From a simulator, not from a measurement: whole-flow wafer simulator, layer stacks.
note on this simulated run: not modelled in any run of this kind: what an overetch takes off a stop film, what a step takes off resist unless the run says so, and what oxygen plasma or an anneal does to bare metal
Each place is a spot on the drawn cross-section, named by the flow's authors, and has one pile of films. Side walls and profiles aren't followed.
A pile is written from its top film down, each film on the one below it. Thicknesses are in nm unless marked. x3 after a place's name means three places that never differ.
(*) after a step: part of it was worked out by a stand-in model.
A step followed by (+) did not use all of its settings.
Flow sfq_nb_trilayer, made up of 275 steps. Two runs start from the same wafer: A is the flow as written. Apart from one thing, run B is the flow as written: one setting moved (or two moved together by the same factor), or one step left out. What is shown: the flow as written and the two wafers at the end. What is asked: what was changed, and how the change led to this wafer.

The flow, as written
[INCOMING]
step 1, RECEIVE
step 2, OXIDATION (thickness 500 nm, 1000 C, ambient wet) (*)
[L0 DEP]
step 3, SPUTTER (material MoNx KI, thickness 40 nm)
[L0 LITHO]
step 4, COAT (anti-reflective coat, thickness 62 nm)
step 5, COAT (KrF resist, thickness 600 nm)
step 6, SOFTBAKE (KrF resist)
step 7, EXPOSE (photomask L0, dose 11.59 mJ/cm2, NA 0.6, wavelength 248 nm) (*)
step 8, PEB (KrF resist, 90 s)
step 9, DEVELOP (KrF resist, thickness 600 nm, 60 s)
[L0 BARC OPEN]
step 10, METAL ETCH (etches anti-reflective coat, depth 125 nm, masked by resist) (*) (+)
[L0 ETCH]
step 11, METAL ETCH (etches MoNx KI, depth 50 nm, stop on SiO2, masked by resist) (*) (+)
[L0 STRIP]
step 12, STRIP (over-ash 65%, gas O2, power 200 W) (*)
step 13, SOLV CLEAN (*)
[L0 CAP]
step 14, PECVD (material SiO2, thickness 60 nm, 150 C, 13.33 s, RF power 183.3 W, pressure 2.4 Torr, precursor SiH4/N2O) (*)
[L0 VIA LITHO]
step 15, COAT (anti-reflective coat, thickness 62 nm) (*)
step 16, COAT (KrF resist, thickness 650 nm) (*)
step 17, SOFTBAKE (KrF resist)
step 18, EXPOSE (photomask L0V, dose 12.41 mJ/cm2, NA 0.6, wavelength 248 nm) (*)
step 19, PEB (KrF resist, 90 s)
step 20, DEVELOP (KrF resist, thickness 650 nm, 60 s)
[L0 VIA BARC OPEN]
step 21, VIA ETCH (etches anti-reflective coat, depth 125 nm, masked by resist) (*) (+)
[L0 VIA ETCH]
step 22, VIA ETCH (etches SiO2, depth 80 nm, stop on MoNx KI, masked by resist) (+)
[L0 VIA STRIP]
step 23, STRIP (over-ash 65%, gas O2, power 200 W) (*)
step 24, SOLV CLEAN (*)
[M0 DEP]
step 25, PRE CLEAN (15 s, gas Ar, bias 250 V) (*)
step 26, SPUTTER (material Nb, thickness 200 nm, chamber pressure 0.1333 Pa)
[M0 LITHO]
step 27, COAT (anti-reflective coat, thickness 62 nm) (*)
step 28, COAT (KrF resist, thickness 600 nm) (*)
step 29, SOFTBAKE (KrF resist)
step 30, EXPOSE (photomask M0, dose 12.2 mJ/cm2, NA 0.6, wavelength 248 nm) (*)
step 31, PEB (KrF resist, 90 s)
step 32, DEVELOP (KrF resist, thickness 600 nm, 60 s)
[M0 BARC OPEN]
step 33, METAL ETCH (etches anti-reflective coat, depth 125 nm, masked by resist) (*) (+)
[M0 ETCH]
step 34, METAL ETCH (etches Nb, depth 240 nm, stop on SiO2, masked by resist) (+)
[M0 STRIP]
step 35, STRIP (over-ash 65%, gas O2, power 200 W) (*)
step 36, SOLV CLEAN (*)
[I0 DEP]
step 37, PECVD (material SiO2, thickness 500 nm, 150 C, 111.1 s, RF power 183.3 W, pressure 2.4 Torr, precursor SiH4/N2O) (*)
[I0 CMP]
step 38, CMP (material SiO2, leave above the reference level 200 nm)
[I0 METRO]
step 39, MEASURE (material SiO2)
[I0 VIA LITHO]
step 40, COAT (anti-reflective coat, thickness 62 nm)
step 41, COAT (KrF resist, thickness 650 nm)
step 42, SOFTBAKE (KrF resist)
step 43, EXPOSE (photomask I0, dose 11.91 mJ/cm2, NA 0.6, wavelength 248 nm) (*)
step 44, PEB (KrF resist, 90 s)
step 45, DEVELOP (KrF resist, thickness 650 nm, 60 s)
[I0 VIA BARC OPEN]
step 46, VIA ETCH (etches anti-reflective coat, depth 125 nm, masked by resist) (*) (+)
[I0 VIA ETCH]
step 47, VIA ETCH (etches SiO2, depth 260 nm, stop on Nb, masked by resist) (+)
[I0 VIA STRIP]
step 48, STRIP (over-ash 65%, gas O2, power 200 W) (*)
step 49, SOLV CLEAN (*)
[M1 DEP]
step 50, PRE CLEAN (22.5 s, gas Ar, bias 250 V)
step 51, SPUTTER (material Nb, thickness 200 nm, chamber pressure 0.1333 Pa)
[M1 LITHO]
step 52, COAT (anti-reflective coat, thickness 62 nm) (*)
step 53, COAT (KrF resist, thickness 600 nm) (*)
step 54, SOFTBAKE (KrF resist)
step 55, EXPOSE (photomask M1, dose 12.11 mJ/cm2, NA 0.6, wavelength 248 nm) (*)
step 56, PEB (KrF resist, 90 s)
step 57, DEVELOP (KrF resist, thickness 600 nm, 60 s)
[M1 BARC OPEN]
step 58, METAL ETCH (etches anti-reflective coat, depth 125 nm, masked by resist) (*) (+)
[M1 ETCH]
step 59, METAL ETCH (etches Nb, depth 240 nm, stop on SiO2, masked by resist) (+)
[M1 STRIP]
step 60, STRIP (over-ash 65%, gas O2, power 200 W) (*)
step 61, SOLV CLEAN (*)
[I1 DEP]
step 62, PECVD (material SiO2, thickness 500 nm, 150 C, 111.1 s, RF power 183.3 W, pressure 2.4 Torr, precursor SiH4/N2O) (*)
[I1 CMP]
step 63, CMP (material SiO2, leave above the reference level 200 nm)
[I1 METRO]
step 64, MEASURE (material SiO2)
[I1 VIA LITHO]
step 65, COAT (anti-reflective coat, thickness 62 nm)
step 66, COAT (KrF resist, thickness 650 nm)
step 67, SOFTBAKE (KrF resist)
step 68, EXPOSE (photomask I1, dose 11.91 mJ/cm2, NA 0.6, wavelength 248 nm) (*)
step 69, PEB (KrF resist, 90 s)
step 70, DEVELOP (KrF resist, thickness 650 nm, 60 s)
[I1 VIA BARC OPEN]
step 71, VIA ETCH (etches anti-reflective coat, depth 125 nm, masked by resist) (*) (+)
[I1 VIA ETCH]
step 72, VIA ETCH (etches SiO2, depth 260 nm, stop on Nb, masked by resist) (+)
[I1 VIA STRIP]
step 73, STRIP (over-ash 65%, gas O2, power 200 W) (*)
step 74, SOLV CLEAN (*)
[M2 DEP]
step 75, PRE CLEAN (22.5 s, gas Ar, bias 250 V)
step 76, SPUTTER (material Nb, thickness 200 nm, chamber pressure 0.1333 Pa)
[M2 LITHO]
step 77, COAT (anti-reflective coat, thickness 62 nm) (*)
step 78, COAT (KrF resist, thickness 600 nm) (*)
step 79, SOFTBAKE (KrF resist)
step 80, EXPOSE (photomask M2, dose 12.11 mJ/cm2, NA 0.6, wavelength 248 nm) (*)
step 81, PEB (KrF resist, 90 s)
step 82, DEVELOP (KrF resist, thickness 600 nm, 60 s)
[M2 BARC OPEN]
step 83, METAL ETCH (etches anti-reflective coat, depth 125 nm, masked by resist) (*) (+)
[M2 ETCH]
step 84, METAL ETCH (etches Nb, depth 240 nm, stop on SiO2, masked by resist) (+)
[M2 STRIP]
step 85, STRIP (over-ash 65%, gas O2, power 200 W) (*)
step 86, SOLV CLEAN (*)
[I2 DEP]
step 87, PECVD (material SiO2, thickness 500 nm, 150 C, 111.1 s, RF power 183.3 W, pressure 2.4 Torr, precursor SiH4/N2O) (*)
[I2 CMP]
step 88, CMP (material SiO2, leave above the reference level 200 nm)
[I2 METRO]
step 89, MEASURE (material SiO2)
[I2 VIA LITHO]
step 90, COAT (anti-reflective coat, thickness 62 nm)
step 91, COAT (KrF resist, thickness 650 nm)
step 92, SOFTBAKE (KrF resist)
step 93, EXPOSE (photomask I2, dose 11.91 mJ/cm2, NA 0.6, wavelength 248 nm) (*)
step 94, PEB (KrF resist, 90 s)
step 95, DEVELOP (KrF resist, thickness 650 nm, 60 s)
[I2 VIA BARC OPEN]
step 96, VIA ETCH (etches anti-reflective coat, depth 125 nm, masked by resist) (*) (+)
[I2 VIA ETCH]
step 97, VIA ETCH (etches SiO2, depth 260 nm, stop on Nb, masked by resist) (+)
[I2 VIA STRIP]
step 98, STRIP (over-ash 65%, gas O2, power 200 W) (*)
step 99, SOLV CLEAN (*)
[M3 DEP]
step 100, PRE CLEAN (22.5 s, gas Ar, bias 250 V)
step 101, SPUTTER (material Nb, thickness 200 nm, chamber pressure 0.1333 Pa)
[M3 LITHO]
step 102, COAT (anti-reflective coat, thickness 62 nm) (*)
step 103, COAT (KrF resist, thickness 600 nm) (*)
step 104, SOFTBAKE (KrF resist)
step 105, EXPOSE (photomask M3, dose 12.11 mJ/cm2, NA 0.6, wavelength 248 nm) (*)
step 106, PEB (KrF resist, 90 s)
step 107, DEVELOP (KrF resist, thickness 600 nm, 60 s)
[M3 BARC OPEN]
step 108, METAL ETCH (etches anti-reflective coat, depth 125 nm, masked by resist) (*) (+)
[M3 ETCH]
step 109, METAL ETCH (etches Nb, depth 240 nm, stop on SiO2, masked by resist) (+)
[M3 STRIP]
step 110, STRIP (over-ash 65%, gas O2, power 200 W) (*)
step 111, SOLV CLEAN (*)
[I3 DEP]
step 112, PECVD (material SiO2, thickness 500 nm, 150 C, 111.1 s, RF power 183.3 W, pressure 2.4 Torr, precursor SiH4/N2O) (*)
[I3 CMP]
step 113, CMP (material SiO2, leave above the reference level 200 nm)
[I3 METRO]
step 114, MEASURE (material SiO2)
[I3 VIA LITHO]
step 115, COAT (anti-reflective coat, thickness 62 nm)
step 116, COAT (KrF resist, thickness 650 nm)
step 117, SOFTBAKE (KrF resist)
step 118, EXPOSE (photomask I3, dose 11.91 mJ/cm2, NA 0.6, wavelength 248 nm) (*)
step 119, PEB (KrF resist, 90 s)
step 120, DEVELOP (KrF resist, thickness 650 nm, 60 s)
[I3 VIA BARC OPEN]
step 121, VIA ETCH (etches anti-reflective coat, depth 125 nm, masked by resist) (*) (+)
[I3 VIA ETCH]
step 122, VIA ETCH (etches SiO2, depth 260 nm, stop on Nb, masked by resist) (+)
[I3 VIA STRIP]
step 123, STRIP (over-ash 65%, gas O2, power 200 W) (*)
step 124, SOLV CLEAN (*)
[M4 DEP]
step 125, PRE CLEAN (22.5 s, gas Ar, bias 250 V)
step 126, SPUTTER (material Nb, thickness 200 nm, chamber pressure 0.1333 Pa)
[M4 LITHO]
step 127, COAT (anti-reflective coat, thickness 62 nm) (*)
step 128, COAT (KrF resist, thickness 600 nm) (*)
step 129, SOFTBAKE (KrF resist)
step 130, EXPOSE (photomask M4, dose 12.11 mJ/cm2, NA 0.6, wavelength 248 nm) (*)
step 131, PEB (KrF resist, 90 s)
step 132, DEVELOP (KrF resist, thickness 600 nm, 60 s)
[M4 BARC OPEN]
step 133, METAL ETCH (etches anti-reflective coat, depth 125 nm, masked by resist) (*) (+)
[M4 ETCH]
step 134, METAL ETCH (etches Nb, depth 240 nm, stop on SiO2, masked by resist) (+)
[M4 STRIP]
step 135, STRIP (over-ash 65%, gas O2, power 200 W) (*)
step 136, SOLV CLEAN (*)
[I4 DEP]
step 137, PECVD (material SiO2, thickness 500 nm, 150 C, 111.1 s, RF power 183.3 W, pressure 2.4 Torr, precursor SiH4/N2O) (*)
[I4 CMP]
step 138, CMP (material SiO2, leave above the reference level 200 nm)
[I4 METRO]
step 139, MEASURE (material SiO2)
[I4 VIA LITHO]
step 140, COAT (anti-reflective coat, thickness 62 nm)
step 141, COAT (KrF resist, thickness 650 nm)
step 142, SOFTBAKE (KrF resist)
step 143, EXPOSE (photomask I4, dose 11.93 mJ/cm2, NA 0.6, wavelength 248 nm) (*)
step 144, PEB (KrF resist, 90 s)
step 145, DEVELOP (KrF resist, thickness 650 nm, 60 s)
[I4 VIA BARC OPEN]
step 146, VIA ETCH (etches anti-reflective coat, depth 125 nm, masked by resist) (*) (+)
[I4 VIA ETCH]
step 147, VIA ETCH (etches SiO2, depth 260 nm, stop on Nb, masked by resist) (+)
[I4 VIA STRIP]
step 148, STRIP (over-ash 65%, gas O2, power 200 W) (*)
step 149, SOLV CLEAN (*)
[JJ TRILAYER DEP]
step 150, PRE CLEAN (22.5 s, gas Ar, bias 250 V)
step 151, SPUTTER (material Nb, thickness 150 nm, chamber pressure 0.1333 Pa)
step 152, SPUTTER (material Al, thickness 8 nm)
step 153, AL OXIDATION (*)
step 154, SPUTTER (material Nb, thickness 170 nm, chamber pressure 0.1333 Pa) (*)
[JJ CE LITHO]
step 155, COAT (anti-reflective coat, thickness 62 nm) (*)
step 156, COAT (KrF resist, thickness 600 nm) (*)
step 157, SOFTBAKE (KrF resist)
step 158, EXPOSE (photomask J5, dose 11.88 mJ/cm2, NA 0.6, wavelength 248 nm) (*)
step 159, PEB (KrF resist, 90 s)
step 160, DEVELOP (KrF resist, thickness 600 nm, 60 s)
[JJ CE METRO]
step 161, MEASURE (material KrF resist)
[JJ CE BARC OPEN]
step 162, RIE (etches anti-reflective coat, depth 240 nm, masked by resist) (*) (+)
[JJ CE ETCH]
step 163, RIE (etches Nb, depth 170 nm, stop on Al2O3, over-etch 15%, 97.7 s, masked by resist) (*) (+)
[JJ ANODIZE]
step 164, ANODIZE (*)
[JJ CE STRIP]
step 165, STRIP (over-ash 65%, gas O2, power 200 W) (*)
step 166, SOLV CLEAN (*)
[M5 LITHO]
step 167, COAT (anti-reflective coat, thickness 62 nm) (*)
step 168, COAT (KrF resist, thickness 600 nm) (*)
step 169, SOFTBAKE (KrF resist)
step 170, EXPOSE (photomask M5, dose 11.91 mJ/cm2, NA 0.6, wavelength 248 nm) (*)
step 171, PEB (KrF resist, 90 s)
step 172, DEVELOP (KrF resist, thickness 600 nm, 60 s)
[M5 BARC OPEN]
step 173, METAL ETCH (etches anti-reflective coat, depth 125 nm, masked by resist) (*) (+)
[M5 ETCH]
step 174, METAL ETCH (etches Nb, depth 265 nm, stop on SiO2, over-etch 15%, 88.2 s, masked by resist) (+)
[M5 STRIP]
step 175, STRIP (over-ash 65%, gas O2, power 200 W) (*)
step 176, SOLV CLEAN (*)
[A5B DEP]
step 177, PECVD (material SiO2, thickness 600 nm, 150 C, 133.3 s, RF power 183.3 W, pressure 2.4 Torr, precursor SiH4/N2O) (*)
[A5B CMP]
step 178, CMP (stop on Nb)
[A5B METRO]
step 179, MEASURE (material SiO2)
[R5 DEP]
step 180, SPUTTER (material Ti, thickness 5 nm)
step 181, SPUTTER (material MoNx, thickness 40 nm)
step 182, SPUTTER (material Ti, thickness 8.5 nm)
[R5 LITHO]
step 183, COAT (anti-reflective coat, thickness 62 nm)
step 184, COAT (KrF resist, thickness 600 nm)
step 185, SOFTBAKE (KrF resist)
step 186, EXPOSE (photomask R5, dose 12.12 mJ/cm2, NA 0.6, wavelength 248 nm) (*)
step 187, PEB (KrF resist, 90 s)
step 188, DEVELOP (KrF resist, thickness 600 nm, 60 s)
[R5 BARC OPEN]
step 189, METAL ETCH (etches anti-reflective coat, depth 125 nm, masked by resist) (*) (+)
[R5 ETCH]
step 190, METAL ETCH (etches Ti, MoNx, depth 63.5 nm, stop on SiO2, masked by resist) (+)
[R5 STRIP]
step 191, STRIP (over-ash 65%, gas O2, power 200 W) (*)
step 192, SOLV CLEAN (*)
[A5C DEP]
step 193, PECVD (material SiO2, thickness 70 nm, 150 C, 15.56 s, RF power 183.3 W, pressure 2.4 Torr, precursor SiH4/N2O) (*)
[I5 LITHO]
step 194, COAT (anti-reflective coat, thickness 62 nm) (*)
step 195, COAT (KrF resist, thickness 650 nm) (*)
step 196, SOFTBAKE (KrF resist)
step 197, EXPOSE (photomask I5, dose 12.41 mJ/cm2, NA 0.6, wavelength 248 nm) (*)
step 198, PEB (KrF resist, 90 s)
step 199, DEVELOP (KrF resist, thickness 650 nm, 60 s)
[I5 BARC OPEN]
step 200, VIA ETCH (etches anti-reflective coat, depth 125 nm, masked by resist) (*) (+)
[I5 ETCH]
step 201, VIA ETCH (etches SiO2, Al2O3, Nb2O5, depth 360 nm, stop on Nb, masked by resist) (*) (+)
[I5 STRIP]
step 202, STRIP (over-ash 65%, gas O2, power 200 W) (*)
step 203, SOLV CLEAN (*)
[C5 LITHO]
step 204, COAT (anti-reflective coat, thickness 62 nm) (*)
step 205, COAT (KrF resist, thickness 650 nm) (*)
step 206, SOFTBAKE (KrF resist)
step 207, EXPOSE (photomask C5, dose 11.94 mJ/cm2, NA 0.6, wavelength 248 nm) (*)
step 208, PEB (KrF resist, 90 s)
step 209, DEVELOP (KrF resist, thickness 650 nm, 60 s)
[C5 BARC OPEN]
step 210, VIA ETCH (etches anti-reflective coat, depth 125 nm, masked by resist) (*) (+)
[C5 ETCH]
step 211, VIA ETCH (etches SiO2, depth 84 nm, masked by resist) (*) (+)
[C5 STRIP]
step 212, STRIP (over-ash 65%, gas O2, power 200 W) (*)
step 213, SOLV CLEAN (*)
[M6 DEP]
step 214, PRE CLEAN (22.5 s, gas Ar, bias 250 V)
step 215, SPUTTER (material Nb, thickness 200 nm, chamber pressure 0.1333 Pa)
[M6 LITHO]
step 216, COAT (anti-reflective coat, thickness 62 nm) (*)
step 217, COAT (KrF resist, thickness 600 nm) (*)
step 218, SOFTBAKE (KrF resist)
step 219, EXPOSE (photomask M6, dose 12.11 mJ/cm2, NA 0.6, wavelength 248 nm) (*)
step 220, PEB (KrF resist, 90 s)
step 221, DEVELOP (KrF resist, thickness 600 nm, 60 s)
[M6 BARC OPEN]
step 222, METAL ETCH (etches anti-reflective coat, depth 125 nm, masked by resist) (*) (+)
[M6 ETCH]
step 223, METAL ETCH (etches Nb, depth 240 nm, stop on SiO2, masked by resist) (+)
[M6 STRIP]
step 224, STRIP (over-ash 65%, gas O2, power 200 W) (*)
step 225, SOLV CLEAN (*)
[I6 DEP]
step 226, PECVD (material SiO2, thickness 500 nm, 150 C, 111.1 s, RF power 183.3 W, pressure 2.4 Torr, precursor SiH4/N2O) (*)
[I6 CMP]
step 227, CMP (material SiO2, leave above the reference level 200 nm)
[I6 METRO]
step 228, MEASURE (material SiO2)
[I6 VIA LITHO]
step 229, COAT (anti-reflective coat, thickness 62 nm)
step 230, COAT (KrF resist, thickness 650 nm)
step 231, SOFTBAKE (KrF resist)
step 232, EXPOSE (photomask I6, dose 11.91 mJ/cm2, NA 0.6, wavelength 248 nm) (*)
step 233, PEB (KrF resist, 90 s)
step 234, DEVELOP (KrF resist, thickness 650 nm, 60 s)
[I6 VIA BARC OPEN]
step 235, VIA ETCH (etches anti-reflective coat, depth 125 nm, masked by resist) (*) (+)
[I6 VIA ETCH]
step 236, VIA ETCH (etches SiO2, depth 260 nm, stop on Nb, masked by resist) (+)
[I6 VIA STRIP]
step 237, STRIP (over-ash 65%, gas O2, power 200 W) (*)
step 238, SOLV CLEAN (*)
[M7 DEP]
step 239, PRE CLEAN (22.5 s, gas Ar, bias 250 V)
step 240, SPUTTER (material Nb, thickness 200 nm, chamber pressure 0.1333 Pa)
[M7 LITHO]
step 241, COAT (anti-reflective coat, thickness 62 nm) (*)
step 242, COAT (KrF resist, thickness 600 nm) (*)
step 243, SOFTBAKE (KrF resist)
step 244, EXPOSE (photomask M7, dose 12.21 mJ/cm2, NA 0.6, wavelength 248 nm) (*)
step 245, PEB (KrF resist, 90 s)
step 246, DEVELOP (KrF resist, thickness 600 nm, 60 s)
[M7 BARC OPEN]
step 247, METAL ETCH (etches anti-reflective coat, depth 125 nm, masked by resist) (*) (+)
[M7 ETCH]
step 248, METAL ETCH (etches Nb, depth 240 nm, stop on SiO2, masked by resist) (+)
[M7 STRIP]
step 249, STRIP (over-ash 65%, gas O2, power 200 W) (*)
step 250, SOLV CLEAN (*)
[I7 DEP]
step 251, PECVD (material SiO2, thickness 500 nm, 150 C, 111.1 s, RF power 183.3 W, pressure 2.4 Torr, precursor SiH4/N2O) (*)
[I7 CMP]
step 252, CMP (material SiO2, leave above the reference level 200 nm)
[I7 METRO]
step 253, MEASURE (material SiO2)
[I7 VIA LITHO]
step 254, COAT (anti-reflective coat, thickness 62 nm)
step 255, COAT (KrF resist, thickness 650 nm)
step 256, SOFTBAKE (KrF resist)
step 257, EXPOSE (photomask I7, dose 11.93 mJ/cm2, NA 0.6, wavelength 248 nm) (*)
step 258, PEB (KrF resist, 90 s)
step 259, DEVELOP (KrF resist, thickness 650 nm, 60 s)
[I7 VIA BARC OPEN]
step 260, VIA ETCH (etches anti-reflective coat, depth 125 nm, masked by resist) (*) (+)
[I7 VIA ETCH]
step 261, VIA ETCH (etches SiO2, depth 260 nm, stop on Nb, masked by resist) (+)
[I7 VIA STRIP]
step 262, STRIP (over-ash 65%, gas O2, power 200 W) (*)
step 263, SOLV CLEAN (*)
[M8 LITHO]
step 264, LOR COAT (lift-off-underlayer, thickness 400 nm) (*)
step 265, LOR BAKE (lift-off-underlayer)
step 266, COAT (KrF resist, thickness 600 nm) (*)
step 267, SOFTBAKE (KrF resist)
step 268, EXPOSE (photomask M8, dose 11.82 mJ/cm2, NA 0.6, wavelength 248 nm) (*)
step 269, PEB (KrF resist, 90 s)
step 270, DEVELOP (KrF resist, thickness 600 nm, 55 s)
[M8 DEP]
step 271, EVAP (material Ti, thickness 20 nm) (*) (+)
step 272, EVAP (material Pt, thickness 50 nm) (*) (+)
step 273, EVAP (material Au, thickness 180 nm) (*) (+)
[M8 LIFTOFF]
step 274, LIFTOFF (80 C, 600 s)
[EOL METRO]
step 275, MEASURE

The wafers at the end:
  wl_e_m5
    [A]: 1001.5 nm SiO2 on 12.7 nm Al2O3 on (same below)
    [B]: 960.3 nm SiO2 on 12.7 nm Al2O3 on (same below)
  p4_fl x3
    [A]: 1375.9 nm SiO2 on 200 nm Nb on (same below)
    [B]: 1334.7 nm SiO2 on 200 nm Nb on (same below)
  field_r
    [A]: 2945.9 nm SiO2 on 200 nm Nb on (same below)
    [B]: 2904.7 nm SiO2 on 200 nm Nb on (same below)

The reason: step 240, SPUTTER: thickness 158.8 nm was run, whereas the flow has thickness 200 nm.

How this came from the change, step by step:
  step 240, SPUTTER (material Nb, thickness 200 nm, chamber pressure 0.1333 Pa)
      field_l, v_sur, via_wl and 102 more: A Nb gains 200 (new film) | B Nb gains 158.8 (new film)
      via_v: A Nb gains 161.1 | B Nb gains 127.8
  step 248, METAL ETCH (etches Nb, depth 240 nm, stop on SiO2, masked by resist) (+)
      field_l, field_r, lsp_l and 62 more: A Nb loses 200 (all of it) | B Nb loses 158.8 (all of it)
  step 251, PECVD (material SiO2, thickness 500 nm, 150 C, 111.1 s, RF power 183.3 W, pressure 2.4 Torr, precursor SiH4/N2O) (*)
      m7r_space_l x2: A SiO2 gains 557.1 | B SiO2 gains 515.9
  step 252, CMP (material SiO2, leave above the reference level 200 nm)
      field_l, p4_fl x3, p4_w1 x9 and 46 more: A SiO2 loses 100 | B SiO2 loses 141.2
      field_r, lsp_l: A SiO2 loses 77.7 | B SiO2 loses 123.5
      (and at 3 other places as well)
